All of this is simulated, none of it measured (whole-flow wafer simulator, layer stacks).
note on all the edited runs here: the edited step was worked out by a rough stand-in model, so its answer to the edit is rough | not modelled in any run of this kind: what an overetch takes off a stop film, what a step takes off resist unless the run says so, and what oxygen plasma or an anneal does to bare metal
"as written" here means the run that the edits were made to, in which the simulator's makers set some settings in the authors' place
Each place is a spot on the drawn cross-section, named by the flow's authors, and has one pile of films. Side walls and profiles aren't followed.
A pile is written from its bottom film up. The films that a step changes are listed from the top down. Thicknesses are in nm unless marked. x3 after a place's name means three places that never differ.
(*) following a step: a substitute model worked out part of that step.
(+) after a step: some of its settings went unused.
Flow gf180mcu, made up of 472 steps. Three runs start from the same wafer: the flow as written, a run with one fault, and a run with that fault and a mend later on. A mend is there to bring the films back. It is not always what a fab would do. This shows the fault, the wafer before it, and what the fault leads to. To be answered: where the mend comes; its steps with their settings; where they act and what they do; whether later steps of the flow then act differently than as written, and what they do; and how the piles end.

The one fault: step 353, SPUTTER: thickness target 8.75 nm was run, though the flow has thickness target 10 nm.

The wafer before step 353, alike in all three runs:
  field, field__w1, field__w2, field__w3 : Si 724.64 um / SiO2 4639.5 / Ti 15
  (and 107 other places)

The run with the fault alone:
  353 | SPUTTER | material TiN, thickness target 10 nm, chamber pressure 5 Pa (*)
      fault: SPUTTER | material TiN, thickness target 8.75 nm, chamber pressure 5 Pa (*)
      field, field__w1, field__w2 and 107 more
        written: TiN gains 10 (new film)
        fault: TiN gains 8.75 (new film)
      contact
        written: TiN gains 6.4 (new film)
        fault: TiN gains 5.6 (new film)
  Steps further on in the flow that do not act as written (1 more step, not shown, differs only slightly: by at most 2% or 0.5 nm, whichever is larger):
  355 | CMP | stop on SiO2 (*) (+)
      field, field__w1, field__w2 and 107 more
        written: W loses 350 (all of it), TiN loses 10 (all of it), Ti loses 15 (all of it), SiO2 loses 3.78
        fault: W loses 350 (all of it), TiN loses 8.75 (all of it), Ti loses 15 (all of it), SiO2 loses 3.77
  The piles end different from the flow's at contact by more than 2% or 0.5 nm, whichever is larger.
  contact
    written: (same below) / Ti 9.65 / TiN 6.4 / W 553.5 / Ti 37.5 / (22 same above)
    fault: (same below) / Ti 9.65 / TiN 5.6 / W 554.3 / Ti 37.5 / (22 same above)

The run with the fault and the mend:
  After step 353 comes the mend.
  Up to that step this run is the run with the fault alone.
  353a | SPUTTER | material TiN, thickness target 1.25 nm, chamber pressure 5 Pa (*) (the flow's step 353, run once more with other settings)
      field, field__w1, field__w2 and 107 more
        TiN gains 1.25
      contact
        TiN gains 0.8
  Later steps of the flow that are run all act as written at every place that is followed.
  By the end, the piles equal the flow's at every place that both follow.
